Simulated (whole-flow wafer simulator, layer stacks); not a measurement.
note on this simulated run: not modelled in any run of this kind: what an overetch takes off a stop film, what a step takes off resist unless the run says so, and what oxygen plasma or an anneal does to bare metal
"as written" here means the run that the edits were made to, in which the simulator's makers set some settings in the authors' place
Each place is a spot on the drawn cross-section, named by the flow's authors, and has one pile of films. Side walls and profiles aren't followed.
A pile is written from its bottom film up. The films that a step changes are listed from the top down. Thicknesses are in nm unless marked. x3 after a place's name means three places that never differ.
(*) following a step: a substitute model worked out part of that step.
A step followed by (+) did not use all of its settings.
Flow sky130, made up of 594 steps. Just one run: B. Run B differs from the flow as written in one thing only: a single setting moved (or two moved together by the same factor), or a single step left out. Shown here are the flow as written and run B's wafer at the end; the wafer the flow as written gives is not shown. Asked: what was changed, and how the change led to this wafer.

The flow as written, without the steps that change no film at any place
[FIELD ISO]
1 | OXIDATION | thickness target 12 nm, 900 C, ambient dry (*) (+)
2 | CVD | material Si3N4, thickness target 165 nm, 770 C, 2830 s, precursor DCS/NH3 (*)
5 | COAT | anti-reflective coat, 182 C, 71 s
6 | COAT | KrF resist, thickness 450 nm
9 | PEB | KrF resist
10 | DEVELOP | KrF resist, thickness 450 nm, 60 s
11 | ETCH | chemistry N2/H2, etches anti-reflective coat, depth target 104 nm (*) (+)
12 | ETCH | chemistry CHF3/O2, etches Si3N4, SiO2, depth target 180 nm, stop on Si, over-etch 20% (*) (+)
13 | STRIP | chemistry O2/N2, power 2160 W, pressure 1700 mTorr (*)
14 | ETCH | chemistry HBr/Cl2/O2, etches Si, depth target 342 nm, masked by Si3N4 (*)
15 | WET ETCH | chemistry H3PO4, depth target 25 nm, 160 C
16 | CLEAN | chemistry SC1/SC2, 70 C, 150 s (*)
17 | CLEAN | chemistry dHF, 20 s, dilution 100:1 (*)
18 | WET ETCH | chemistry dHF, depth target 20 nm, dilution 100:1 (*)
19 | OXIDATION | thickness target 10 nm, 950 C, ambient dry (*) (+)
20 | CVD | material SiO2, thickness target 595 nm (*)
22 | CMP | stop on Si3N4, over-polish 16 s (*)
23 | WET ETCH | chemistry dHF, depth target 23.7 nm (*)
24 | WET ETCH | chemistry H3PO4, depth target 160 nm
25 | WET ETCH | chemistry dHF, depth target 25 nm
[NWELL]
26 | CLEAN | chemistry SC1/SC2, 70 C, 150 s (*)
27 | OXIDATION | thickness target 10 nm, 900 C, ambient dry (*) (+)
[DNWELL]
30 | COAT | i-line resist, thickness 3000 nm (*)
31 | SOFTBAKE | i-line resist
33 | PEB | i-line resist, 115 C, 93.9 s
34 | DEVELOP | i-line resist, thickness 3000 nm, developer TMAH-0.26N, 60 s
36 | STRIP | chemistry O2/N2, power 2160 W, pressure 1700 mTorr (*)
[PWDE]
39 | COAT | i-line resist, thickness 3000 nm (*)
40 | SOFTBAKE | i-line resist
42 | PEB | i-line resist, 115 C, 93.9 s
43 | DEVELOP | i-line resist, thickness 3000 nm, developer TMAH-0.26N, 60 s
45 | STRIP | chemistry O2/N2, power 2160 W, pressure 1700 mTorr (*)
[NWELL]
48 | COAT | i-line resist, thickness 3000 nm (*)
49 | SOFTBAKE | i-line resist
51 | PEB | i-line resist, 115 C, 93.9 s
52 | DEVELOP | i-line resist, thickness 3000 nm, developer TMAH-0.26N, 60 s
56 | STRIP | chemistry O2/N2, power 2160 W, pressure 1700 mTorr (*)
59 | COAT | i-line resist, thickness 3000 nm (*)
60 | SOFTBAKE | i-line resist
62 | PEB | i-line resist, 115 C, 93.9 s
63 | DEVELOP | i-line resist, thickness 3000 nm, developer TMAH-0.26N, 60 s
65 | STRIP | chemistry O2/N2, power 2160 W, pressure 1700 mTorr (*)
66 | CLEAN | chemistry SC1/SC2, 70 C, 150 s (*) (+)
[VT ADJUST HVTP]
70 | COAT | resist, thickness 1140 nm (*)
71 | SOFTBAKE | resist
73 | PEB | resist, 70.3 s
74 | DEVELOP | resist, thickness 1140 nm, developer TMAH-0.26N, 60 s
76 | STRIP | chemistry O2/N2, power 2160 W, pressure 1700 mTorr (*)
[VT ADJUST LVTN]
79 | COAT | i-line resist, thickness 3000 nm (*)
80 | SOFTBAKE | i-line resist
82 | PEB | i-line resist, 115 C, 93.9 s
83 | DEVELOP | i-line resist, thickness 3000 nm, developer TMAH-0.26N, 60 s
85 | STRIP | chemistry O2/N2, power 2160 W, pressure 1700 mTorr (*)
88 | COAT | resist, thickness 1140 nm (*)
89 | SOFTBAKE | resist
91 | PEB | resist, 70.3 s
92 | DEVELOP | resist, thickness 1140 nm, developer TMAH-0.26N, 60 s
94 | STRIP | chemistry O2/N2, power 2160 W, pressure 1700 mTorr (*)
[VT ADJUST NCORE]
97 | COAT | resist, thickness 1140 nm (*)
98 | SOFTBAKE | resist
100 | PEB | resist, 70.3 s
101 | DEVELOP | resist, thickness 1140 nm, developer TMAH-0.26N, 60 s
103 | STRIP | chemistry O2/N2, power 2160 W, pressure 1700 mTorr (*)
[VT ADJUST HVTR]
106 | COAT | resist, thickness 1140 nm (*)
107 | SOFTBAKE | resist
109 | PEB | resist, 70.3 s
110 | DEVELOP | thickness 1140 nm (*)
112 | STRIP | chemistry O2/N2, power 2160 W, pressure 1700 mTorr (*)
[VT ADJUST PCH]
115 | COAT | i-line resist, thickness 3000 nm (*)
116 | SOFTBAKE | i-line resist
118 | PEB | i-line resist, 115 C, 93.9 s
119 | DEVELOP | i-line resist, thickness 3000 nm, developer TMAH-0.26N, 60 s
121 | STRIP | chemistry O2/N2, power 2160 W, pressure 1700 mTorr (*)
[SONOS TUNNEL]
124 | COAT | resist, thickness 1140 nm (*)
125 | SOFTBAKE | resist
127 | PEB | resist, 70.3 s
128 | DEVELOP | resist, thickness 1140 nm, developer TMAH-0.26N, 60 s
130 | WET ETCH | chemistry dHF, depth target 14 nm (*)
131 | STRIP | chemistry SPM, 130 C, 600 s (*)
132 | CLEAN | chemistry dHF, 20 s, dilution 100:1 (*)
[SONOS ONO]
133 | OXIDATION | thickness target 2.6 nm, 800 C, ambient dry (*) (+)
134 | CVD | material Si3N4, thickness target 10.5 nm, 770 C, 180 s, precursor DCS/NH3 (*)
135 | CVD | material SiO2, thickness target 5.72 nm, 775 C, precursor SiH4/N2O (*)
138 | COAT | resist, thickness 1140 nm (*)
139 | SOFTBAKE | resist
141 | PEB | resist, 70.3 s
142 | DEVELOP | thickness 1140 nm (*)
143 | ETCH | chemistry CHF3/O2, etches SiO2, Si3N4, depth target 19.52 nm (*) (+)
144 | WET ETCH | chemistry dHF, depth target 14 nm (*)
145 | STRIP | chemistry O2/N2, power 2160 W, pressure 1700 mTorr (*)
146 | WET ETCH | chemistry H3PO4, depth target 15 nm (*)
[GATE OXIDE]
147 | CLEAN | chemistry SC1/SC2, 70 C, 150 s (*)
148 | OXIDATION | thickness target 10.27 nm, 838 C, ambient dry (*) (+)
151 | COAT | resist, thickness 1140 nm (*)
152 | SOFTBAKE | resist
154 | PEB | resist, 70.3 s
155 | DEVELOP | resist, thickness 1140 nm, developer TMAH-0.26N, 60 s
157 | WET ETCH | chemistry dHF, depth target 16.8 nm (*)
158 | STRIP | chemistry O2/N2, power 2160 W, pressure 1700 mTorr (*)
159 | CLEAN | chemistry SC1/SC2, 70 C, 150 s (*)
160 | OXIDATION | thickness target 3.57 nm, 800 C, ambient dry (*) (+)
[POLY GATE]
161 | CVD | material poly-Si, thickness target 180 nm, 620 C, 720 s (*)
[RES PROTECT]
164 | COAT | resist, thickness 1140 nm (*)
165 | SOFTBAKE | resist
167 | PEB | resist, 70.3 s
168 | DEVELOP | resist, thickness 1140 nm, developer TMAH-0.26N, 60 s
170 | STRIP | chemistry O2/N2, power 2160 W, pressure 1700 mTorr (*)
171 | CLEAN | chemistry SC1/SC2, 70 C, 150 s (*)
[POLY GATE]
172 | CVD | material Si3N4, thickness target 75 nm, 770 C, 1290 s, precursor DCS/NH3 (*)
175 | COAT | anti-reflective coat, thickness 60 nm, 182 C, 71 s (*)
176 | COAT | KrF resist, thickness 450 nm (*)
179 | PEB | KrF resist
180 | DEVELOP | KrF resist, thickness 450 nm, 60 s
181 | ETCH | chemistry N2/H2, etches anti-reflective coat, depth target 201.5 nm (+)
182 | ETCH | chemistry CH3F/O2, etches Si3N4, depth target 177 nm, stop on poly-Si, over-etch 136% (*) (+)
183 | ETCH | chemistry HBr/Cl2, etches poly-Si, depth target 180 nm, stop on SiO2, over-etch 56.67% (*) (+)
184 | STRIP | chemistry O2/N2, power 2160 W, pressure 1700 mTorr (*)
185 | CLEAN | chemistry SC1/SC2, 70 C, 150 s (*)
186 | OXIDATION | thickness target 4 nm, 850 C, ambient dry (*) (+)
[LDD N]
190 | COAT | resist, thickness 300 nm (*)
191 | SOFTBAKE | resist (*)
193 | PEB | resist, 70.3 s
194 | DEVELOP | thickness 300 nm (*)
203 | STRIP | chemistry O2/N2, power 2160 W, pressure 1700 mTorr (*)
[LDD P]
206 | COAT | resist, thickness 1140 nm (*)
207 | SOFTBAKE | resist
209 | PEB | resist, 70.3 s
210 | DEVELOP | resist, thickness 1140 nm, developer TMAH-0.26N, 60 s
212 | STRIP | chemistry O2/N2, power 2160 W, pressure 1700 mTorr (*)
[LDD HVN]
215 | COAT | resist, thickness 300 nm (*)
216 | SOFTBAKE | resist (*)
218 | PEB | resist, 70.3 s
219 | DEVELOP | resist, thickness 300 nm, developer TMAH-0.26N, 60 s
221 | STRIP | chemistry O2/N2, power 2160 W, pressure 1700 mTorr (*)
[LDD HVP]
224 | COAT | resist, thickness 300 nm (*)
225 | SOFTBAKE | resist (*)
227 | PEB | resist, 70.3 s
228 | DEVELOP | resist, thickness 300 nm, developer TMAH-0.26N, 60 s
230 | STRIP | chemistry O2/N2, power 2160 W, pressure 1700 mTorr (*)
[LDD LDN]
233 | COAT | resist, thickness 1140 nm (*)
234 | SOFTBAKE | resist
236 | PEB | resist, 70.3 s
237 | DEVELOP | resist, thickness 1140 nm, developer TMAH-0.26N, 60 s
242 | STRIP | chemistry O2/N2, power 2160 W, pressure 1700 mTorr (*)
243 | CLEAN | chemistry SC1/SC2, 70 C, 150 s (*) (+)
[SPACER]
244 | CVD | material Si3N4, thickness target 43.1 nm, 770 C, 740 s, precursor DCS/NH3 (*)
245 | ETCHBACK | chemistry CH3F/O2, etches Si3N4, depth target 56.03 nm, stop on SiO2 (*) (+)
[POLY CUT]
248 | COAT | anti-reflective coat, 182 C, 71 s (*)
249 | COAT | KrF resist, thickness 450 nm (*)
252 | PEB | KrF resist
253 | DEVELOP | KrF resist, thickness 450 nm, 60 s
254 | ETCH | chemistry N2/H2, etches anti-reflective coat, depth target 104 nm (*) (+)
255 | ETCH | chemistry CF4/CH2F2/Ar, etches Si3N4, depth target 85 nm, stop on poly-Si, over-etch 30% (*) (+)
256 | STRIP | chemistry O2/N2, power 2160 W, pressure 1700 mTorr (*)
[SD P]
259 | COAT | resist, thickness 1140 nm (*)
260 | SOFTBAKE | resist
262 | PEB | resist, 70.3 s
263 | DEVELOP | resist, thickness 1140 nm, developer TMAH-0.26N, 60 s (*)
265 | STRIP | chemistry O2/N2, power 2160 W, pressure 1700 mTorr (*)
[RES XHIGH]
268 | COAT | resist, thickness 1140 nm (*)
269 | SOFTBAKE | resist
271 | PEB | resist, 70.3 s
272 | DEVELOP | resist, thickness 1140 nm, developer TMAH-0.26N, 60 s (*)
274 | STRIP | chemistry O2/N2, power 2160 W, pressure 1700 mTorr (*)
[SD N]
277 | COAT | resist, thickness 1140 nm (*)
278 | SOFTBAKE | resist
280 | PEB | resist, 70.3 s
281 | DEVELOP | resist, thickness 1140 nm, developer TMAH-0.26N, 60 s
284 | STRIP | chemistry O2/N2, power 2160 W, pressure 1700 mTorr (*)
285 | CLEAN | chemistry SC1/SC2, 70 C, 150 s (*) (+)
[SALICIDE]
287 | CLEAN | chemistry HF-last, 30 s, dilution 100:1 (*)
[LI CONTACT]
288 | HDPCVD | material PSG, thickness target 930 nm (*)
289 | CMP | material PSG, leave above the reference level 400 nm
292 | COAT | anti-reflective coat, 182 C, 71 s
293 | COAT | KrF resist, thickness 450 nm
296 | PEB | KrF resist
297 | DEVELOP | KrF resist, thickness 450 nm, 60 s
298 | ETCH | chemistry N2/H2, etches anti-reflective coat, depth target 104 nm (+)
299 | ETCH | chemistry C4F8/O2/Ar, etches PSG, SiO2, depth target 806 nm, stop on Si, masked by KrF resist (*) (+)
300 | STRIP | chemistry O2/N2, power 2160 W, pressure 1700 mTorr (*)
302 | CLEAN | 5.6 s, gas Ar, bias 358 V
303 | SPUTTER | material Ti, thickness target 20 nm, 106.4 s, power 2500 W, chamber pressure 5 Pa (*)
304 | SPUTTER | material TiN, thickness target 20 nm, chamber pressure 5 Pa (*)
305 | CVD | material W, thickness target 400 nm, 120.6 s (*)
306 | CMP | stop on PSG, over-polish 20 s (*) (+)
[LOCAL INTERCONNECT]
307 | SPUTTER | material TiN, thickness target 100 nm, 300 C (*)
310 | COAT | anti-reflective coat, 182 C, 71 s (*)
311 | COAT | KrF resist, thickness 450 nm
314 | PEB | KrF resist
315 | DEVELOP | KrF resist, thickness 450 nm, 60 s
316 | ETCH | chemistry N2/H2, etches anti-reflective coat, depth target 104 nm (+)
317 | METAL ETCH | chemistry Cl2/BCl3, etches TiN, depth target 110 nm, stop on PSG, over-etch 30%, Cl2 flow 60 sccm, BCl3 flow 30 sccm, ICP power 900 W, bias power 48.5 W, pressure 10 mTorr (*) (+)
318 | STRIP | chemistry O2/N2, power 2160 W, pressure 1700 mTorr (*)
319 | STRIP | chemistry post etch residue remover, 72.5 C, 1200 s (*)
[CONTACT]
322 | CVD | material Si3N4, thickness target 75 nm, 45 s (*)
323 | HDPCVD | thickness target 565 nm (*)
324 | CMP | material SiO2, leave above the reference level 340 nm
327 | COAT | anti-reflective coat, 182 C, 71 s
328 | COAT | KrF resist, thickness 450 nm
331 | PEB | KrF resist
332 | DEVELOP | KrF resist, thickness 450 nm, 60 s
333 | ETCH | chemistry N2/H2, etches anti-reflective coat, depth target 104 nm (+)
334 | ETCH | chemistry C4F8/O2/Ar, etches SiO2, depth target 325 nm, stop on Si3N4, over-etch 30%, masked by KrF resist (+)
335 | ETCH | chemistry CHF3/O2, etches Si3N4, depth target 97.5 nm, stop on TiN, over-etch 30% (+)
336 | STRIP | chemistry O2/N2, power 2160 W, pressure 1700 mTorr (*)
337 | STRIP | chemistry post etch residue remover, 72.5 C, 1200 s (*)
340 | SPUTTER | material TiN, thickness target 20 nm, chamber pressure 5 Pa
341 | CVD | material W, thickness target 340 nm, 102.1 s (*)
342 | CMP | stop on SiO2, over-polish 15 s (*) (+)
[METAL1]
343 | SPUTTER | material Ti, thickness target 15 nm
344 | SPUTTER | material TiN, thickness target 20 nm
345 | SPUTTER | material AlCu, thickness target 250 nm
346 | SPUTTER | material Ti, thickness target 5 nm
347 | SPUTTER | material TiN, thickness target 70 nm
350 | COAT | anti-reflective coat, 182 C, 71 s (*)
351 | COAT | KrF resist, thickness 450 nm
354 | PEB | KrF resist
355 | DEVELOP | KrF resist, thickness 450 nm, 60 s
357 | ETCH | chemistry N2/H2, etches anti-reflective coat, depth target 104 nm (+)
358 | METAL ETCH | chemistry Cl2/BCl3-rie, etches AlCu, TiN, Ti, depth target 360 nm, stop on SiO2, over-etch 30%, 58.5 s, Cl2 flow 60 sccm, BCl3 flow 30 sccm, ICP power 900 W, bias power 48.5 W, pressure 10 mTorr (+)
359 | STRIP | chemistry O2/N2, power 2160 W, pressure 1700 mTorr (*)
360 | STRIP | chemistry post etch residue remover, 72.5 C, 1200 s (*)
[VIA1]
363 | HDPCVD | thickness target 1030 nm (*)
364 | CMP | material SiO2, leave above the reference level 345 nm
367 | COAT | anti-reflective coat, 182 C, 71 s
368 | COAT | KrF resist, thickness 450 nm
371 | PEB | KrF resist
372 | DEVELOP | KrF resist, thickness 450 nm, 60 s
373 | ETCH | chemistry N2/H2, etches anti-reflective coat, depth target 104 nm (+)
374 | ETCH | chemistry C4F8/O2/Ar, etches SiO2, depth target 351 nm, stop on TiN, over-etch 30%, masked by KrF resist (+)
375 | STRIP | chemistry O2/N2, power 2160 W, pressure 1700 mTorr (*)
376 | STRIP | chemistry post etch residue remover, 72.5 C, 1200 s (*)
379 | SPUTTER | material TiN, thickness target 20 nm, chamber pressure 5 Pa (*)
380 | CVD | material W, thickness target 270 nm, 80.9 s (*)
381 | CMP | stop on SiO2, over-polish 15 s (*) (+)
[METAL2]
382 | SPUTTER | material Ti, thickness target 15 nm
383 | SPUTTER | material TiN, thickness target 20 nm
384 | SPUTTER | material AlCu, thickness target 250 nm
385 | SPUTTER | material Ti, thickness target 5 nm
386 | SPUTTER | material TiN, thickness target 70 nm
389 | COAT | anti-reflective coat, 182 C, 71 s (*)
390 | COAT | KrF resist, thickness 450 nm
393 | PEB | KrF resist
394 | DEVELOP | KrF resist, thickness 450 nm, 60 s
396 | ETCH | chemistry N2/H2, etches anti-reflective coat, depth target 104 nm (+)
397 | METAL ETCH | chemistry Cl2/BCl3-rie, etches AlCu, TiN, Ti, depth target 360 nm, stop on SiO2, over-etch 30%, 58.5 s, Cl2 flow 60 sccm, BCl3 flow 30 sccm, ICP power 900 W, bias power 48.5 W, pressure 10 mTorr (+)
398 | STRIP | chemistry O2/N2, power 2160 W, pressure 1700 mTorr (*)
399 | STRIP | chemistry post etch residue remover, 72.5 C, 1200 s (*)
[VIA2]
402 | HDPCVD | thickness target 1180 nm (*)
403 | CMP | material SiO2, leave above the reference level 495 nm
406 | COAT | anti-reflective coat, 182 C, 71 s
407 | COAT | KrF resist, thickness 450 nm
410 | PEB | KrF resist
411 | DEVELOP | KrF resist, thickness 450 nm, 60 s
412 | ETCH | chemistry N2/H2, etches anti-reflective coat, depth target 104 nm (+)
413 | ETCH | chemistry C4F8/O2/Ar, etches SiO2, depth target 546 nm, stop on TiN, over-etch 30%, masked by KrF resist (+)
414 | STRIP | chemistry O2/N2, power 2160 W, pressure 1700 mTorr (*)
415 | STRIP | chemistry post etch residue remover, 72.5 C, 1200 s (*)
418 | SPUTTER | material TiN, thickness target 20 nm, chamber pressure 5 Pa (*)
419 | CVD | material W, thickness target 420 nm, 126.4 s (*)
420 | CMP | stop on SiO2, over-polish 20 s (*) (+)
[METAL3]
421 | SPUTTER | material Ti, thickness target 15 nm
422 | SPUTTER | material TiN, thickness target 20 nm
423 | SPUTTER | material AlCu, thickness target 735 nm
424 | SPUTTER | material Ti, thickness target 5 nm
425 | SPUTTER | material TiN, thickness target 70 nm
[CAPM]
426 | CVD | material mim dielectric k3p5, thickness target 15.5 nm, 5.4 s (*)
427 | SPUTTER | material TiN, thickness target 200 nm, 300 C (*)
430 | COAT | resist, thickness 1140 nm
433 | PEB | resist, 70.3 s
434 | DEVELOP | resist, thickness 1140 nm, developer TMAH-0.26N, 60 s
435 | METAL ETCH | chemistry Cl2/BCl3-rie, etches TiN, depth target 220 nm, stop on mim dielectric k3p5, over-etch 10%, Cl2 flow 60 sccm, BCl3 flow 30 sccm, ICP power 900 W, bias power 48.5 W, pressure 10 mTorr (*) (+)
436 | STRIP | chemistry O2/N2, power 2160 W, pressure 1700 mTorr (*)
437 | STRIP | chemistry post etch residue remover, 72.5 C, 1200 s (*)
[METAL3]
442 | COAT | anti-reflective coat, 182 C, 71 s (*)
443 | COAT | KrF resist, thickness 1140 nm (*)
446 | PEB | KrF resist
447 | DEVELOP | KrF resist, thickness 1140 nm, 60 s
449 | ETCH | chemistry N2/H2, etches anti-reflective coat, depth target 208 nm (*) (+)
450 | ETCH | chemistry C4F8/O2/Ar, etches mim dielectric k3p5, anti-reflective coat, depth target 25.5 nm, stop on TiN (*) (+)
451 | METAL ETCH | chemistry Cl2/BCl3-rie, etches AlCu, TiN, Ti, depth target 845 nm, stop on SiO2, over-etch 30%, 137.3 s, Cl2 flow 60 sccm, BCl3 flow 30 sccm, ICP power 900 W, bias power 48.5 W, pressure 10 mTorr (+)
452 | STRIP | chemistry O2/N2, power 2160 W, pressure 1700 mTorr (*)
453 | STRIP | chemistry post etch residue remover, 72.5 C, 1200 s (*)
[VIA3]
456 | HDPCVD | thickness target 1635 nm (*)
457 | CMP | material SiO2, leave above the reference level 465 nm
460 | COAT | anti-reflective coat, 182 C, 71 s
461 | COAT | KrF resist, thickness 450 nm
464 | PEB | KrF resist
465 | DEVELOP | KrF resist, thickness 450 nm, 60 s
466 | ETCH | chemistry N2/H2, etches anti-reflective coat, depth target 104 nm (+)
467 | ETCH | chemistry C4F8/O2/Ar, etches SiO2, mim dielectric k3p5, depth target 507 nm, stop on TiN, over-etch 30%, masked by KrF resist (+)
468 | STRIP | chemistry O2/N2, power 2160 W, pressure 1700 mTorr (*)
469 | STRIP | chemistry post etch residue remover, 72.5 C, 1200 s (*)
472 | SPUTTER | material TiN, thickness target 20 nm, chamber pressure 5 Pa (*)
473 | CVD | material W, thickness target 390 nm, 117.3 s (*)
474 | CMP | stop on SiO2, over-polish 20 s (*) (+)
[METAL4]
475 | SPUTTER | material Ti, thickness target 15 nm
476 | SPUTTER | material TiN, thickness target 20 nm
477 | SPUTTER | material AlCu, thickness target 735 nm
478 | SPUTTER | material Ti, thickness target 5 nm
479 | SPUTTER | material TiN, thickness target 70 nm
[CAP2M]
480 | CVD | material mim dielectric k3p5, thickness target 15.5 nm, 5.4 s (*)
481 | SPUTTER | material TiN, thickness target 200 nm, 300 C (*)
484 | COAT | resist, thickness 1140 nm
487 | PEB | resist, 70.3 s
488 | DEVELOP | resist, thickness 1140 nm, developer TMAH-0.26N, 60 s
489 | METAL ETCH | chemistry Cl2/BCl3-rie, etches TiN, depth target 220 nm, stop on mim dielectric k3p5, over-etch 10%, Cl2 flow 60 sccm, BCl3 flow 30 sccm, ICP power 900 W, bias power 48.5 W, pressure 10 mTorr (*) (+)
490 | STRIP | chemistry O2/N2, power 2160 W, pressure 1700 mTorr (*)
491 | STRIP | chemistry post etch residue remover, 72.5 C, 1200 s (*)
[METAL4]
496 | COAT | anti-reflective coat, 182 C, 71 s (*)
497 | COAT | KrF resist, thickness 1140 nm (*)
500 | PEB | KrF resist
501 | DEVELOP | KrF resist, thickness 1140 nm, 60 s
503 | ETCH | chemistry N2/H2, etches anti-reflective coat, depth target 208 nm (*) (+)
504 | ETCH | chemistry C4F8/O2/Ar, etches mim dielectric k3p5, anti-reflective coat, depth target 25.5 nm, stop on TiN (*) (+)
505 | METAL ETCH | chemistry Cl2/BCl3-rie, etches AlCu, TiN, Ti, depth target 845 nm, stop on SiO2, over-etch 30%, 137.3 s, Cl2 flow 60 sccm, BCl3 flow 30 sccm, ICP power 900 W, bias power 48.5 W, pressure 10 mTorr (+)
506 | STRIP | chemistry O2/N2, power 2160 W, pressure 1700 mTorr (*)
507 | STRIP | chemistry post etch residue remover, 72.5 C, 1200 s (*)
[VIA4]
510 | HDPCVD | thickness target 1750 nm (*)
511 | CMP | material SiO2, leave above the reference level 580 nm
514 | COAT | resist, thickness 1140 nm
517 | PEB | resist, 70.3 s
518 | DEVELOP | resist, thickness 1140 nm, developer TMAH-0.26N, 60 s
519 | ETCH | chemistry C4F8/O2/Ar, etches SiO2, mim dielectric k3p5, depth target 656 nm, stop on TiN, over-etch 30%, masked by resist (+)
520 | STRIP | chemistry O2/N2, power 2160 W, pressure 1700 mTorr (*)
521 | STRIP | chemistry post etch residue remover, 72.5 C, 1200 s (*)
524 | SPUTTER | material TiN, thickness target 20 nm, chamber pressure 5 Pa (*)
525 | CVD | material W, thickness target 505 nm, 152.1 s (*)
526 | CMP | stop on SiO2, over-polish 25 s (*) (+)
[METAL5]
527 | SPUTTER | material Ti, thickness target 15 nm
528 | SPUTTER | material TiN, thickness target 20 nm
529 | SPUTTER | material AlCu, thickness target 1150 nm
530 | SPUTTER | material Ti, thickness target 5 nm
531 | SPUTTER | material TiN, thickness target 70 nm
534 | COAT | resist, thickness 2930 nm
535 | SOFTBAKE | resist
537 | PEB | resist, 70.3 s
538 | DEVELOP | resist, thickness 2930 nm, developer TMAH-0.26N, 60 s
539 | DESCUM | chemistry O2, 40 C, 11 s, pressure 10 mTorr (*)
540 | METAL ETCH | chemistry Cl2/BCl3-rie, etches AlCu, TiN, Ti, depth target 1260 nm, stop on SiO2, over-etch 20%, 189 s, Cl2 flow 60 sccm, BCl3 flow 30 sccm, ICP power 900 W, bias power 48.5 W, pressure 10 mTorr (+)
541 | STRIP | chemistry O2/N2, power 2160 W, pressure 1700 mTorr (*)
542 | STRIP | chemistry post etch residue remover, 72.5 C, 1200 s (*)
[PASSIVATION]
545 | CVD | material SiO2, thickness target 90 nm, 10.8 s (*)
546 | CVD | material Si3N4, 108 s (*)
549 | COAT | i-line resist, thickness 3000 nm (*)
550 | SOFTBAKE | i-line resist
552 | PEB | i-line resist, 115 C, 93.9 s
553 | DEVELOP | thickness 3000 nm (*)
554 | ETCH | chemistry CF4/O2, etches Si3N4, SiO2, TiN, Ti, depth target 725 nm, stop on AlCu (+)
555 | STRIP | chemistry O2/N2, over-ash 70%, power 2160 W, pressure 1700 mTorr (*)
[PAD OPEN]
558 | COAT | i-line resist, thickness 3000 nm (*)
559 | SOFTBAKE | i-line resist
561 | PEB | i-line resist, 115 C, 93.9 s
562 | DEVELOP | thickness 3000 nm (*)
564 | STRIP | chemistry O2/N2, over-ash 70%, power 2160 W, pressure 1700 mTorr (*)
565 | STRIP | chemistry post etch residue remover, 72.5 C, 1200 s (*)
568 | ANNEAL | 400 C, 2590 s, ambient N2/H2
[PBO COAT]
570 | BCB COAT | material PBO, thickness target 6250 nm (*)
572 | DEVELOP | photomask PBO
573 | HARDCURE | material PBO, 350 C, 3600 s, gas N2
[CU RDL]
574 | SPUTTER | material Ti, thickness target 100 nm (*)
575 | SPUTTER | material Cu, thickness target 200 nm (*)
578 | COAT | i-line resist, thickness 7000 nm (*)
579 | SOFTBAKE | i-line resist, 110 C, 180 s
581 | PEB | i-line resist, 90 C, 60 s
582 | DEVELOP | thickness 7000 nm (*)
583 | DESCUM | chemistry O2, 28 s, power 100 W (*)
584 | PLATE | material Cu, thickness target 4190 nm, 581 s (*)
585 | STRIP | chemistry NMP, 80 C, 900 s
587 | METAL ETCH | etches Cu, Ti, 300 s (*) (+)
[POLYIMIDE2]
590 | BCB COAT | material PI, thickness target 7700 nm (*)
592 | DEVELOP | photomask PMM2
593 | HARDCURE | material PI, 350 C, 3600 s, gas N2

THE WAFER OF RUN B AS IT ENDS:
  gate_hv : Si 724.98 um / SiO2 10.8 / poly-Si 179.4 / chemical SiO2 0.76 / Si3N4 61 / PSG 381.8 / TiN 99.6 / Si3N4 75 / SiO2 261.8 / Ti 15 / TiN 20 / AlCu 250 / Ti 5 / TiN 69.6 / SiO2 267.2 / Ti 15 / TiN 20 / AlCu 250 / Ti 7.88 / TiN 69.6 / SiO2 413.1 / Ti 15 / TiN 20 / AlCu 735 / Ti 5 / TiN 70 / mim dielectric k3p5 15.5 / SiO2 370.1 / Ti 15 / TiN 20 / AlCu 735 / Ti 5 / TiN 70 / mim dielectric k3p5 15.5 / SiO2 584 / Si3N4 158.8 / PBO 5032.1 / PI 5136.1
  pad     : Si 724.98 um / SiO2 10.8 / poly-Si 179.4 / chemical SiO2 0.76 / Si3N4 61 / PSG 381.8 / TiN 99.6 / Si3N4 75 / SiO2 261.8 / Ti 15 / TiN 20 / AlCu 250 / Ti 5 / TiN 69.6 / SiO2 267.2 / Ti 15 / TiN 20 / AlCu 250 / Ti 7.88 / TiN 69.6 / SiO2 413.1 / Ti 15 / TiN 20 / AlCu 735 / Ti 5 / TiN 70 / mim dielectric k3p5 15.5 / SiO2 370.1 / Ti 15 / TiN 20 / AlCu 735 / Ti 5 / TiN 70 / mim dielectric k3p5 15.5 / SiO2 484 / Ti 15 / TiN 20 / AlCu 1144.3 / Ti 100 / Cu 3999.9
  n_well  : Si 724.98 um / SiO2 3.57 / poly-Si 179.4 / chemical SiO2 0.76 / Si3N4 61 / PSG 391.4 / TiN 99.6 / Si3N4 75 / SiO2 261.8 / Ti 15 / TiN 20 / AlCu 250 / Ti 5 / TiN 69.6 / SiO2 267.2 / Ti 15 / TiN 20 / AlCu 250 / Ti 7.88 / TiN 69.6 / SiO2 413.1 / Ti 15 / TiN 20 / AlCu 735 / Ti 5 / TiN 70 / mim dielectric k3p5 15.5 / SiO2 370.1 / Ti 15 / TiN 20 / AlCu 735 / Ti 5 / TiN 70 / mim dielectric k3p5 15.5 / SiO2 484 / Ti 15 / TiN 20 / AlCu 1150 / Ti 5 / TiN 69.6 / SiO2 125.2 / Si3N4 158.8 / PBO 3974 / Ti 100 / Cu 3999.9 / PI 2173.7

Cause: step 385, SPUTTER: thickness target 7.88 nm was run, while the flow as written has thickness target 5 nm.
The wafer lets one read it off: gate_hv has Ti 7.88, and step 385 as written asks for 5 nm.

Step by step, how the change led to this:
  385 | SPUTTER | material Ti, thickness target 5 nm
      field, active, n_well and 188 more: +7.88 Ti (new film) (in the flow as written it would be: +5 Ti (new film))
  397 | METAL ETCH | chemistry Cl2/BCl3-rie, etches AlCu, TiN, Ti, depth target 360 nm, stop on SiO2, over-etch 30%, 58.5 s, Cl2 flow 60 sccm, BCl3 flow 30 sccm, ICP power 900 W, bias power 48.5 W, pressure 10 mTorr (+)
      field, active, gate and 82 more: -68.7 TiN (all of it), -7.88 Ti (all of it), -250 AlCu (all of it), -20 TiN (all of it), -15 Ti (all of it), -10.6 SiO2 (in the flow as written it would be: -68.7 TiN (all of it), -5 Ti (all of it), -250 AlCu (all of it), -20 TiN (all of it), -15 Ti (all of it), -10.9 SiO2)
